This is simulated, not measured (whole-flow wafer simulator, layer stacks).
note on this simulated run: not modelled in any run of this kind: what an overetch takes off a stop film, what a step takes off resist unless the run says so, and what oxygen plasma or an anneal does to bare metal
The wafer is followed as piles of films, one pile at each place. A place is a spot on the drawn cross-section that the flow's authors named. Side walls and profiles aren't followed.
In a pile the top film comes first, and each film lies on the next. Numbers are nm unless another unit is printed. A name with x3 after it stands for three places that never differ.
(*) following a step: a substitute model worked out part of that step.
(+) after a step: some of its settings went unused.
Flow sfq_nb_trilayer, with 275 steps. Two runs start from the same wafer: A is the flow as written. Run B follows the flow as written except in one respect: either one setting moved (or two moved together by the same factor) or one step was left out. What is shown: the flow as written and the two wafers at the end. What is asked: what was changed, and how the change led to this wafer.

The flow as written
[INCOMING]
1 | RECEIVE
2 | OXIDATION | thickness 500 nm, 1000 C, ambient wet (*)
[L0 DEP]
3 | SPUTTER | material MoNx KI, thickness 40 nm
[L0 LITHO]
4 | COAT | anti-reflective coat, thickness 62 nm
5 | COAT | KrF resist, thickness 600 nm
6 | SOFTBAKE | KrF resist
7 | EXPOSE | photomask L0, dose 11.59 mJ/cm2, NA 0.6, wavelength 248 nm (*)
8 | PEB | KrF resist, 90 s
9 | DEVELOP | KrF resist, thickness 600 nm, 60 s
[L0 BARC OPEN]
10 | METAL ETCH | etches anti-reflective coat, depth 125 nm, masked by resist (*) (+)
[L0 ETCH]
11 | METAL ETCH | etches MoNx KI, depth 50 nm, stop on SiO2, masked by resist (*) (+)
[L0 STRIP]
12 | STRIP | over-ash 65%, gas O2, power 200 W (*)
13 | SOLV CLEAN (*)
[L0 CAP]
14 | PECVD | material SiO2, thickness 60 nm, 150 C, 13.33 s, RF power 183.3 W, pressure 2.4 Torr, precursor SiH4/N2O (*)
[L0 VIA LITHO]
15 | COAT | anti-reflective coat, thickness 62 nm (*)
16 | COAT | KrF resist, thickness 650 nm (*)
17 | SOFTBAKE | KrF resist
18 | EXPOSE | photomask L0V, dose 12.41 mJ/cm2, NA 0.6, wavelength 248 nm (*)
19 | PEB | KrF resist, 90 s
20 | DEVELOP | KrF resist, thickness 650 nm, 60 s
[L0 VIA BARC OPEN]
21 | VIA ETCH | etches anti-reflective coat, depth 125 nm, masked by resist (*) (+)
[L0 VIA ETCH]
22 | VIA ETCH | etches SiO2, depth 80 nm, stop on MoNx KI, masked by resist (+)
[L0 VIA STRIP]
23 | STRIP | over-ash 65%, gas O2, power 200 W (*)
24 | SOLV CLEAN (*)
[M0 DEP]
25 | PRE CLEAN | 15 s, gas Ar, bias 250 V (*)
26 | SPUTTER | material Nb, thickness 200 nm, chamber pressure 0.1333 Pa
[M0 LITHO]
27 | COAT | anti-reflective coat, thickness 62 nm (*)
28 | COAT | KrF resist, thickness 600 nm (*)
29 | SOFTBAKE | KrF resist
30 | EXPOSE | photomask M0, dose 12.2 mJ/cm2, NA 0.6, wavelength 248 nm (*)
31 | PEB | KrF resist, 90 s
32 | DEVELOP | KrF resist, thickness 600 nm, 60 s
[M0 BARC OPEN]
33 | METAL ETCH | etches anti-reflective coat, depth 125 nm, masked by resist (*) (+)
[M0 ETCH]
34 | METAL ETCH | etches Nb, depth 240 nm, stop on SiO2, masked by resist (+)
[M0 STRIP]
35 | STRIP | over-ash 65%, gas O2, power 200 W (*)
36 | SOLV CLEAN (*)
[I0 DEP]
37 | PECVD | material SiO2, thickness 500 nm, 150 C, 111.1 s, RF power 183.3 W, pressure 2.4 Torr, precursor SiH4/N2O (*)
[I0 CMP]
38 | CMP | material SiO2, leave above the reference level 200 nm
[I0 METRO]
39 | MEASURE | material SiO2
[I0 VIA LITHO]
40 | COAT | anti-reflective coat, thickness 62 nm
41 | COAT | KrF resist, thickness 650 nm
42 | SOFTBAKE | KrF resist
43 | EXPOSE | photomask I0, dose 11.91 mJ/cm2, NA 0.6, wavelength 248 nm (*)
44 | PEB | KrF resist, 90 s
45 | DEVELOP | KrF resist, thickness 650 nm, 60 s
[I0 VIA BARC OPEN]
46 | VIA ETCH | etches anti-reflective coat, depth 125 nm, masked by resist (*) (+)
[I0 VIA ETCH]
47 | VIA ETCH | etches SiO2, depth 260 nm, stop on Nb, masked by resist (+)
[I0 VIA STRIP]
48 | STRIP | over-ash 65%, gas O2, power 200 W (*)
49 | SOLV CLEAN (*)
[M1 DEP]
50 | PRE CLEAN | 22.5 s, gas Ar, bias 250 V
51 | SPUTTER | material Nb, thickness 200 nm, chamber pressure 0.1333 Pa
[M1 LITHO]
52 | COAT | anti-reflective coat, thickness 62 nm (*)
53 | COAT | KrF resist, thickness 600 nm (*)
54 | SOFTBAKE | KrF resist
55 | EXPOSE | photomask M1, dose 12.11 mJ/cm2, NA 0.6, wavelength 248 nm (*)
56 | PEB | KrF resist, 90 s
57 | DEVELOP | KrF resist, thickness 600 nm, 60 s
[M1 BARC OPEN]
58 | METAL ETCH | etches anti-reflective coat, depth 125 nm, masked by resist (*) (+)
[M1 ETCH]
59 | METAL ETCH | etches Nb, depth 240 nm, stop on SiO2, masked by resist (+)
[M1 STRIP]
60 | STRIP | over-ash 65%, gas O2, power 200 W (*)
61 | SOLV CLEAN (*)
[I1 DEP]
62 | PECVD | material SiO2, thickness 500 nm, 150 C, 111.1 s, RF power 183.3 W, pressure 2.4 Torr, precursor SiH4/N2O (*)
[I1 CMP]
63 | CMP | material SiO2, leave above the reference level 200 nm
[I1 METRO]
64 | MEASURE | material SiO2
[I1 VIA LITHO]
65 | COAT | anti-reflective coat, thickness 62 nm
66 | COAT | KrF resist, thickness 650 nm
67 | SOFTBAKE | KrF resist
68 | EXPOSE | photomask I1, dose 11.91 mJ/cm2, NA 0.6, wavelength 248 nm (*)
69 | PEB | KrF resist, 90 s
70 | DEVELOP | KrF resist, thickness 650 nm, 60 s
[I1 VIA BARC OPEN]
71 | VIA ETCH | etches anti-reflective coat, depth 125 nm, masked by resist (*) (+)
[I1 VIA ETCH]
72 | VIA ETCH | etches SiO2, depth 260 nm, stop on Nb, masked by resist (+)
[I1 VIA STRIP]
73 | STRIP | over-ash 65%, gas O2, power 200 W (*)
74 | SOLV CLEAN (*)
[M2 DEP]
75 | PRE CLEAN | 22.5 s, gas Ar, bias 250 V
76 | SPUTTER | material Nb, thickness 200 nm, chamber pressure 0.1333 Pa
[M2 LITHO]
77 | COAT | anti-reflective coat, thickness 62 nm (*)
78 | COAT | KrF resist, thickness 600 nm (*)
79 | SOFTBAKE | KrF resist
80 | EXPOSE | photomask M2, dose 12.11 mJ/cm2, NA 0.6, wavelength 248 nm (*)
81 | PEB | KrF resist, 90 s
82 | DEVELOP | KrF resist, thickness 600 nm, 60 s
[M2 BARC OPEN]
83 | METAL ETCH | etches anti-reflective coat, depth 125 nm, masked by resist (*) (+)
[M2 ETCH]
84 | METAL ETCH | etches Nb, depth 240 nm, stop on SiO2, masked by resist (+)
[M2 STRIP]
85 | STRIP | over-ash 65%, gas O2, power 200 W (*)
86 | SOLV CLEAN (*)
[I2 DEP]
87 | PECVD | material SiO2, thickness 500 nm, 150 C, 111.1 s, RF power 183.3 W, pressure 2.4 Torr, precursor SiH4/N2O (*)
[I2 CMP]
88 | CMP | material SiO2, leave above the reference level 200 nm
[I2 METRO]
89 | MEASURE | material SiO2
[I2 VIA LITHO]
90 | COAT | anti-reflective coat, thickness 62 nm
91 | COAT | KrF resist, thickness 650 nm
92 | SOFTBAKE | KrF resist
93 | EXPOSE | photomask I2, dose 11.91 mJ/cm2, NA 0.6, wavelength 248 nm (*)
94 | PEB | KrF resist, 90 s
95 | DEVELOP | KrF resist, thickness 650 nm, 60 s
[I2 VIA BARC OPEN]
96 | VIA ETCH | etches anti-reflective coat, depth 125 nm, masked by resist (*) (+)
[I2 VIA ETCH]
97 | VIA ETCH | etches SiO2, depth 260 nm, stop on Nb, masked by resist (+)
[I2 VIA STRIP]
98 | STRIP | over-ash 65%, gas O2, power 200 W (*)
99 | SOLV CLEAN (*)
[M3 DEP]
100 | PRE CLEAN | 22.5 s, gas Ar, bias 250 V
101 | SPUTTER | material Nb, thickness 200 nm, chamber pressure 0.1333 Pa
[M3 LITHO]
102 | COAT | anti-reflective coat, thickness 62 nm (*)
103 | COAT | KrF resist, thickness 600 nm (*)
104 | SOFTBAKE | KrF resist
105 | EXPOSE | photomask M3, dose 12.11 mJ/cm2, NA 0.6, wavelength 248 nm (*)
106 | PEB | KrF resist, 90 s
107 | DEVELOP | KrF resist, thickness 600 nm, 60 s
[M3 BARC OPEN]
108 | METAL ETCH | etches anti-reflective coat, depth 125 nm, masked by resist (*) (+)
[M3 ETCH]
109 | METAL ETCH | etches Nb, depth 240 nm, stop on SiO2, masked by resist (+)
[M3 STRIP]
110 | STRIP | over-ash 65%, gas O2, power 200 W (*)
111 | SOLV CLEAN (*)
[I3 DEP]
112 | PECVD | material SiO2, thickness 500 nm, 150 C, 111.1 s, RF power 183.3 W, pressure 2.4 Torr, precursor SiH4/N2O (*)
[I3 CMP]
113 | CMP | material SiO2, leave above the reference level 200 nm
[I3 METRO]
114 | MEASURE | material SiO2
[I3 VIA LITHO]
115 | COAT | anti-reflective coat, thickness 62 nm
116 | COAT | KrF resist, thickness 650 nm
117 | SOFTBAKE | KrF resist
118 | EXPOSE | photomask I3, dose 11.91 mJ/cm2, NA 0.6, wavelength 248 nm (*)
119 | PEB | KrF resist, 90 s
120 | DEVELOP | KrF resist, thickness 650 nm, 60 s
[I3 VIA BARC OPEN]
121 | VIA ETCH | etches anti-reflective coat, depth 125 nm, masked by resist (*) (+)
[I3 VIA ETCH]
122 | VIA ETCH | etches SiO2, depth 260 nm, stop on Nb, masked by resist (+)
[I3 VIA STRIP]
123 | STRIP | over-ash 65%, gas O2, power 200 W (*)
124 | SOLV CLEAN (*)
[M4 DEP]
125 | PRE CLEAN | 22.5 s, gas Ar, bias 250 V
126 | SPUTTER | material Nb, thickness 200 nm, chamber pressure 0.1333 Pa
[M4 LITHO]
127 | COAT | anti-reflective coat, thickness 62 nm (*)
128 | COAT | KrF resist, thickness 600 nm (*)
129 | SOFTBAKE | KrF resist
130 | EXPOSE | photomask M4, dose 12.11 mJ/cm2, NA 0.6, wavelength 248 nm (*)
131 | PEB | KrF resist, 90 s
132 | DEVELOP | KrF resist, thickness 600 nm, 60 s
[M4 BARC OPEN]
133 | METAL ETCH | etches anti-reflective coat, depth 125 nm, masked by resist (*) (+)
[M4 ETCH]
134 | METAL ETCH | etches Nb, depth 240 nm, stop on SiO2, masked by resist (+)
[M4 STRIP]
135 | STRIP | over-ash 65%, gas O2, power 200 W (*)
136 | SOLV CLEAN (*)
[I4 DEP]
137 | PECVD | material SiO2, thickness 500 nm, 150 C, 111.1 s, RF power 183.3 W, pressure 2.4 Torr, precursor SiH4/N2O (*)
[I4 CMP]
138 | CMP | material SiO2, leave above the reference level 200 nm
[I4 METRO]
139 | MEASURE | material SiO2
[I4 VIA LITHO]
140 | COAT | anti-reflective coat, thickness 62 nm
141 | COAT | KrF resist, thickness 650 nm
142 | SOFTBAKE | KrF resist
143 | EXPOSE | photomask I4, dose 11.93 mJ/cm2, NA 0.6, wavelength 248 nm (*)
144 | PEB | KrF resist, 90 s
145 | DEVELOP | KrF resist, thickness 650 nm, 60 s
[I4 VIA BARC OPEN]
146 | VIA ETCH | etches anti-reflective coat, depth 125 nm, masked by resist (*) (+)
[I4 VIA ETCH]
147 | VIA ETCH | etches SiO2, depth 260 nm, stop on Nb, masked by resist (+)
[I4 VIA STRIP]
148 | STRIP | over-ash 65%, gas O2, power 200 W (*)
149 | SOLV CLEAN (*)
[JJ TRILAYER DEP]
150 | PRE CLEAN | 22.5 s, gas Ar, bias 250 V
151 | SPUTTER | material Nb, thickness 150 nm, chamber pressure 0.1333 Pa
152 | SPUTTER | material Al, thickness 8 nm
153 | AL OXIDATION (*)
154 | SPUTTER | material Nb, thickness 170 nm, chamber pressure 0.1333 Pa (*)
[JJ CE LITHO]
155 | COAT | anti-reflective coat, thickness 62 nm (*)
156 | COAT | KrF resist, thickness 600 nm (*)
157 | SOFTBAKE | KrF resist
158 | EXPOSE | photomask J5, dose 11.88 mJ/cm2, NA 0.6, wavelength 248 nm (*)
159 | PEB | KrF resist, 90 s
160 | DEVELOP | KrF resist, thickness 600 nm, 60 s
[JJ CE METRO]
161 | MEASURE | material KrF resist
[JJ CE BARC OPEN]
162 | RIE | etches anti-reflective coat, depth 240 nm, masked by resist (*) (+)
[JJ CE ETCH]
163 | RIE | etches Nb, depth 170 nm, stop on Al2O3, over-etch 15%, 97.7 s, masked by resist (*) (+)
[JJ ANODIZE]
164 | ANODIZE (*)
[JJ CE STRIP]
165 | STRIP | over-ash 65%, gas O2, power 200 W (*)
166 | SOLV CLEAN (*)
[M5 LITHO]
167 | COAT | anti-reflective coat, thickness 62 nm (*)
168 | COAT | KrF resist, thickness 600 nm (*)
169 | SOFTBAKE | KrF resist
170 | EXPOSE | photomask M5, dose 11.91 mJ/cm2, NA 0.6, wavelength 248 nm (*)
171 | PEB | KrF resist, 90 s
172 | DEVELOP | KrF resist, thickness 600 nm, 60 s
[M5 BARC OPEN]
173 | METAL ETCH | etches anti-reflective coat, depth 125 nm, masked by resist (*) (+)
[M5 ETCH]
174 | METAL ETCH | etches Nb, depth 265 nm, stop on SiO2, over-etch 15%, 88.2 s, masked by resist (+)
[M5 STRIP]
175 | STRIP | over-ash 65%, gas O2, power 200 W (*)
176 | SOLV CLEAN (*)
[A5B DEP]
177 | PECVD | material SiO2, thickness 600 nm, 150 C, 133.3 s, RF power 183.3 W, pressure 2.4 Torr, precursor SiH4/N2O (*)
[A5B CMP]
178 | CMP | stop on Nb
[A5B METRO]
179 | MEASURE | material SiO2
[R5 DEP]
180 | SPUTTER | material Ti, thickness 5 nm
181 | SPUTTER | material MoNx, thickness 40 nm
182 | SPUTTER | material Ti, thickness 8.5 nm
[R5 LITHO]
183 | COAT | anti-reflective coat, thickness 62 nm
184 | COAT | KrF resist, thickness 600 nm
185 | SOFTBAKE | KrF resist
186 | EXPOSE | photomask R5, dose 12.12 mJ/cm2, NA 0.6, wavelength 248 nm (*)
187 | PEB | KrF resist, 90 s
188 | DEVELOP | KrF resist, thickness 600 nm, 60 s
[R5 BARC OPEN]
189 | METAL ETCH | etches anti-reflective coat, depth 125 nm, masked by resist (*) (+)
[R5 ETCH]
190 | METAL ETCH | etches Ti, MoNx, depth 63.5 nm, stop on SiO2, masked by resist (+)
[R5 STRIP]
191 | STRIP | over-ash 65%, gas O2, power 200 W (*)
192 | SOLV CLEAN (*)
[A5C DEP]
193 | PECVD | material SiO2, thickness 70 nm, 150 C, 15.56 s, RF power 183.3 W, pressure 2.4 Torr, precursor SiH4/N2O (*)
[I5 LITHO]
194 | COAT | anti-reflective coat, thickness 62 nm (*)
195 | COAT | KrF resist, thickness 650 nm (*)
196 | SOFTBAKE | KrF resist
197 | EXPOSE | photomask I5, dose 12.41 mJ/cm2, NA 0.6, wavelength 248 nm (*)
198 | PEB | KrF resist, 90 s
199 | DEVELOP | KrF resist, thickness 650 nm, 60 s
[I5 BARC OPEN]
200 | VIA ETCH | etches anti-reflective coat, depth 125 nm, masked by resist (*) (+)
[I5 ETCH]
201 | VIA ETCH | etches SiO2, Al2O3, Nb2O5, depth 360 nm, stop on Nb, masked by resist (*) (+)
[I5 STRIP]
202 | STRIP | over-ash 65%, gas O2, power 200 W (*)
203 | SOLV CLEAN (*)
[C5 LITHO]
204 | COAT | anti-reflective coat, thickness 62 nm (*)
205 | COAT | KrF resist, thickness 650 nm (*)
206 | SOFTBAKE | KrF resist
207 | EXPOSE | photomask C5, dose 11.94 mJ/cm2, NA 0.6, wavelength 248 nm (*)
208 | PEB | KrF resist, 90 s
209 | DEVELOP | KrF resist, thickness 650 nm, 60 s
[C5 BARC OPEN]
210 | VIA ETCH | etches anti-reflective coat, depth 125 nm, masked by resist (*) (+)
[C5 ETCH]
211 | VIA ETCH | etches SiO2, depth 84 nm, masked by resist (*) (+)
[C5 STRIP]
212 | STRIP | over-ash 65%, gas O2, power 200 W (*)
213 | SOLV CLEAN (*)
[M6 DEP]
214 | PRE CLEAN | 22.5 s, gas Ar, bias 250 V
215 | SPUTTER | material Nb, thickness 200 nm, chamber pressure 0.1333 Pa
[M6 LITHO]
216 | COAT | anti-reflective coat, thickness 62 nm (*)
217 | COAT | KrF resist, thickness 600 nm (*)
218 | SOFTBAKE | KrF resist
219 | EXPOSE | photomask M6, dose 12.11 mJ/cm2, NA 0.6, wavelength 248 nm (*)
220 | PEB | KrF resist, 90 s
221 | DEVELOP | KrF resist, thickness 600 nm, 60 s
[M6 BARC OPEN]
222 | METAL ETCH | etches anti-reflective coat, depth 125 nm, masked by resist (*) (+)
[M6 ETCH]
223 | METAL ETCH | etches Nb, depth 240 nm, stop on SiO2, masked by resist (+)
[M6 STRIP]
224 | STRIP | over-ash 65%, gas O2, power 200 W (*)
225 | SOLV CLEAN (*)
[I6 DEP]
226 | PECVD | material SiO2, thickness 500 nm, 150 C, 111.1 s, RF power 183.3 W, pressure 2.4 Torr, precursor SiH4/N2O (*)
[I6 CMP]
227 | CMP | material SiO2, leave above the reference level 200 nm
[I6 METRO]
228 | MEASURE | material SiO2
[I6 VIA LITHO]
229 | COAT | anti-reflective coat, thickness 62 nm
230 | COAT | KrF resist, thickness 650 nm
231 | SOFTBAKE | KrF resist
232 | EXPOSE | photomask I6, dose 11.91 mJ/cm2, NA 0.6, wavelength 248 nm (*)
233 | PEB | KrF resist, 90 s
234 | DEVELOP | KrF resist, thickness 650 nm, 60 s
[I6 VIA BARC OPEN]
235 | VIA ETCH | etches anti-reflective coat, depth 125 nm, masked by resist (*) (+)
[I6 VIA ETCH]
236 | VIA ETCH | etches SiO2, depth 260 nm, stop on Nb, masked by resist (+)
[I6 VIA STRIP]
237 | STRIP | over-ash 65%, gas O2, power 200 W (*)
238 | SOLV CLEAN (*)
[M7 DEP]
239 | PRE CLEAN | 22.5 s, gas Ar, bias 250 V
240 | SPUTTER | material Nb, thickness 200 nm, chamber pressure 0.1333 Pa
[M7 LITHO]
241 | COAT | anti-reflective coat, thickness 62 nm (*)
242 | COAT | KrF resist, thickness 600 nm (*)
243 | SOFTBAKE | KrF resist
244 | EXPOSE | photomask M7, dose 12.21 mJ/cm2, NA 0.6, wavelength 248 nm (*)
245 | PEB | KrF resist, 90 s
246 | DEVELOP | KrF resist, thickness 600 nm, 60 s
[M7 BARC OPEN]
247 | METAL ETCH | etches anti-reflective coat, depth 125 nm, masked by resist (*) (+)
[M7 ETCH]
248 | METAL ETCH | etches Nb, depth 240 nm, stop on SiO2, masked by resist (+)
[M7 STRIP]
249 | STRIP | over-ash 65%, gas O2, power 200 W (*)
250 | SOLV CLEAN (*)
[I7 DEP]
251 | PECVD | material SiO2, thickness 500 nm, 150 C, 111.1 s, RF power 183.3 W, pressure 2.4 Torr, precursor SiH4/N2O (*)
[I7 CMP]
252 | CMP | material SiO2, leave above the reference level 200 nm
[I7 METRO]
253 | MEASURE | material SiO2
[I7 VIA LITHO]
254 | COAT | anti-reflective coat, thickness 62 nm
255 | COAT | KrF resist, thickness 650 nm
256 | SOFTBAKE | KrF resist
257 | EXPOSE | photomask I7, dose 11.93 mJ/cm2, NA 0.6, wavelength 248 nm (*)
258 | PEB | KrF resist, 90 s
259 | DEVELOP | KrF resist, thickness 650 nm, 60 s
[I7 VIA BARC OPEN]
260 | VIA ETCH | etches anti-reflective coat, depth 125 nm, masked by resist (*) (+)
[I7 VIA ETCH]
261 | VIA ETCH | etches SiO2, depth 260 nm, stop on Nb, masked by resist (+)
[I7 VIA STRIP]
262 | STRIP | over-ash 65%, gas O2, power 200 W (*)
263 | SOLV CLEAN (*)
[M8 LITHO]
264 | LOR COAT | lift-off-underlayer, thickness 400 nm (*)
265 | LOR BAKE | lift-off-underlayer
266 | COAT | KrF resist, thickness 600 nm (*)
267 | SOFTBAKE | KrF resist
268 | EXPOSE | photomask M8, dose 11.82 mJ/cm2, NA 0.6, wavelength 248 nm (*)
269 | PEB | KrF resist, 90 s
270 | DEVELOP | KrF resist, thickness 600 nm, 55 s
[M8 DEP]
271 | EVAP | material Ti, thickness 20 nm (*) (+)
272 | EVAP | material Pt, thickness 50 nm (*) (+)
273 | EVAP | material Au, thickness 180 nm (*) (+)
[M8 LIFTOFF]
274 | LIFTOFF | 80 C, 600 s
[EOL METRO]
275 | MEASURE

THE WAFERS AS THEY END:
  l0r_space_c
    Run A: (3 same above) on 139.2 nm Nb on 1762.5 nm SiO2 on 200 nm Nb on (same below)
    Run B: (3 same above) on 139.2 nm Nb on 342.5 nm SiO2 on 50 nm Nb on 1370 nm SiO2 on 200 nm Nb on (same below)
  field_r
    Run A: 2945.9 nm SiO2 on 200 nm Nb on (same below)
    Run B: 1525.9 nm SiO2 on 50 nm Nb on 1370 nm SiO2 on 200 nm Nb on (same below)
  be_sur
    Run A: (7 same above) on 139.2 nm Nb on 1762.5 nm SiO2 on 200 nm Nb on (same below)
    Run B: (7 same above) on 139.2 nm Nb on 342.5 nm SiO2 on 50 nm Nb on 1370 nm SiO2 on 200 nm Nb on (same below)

What caused this: step 134, METAL ETCH: depth 150 nm was run, whereas the flow has depth 240 nm.

How this came from the change, step by step:
  134 | METAL ETCH | etches Nb, depth 240 nm, stop on SiO2, masked by resist (+)
      field_l, be, be_sur and 64 more: A Nb loses 200 (all of it) | B Nb loses 150
      v_sur, via_wl, via_w and 36 more: A KrF resist loses 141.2 | B KrF resist loses 88.2
  135 | STRIP | over-ash 65%, gas O2, power 200 W (*)
      p4_fl, p4_fm, p4_w1 and 26 more: A KrF resist loses 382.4 (all of it), anti-reflective coat loses 62 (all of it) | B KrF resist loses 435.3 (all of it), anti-reflective coat loses 62 (all of it)
      lsp_m, ln_m6: A KrF resist loses 381.9 (all of it), anti-reflective coat loses 61.8 (all of it) | B KrF resist loses 434.9 (all of it), anti-reflective coat loses 61.8 (all of it)
      (and at 8 other places as well)
  137 | PECVD | material SiO2, thickness 500 nm, 150 C, 111.1 s, RF power 183.3 W, pressure 2.4 Torr, precursor SiH4/N2O (*)
      field_l, be, be_sur and 55 more: A SiO2 gains 500 | B SiO2 gains 500 (new film)
      p3_s0, p3_s1, p3_s2, p3_s3, p3_s4, p3_s5: A SiO2 gains 557.1 | B SiO2 gains 507.1 (new film)
      (and at 3 other places as well)
  138 | CMP | material SiO2, leave above the reference level 200 nm
      field_l, be, be_sur and 55 more: A SiO2 loses 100 | B SiO2 loses 150
      lsp_r, l0_sur, l0v: A SiO2 loses 91.9 | B SiO2 loses 143.9
Taking metal films that touch as one body, l0r_space_c has 3 bodies (between them, from the top down: SiO2 342.5; SiO2 1370); the flow as written gives 2 bodies (between them, from the top down: SiO2 1762.5).
Taking metal films that touch as one body, field_r has 2 bodies (between them, from the top down: SiO2 1370); the flow as written gives 1 body.
Taking metal films that touch as one body, be_sur has 5 bodies (between them, from the top down: SiO2 192.5; SiO2 209 / Al2O3 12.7 / Nb2O5 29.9; SiO2 342.5; SiO2 1370); the flow as written gives 4 bodies (between them, from the top down: SiO2 192.5; SiO2 209 / Al2O3 12.7 / Nb2O5 29.9; SiO2 1762.5).
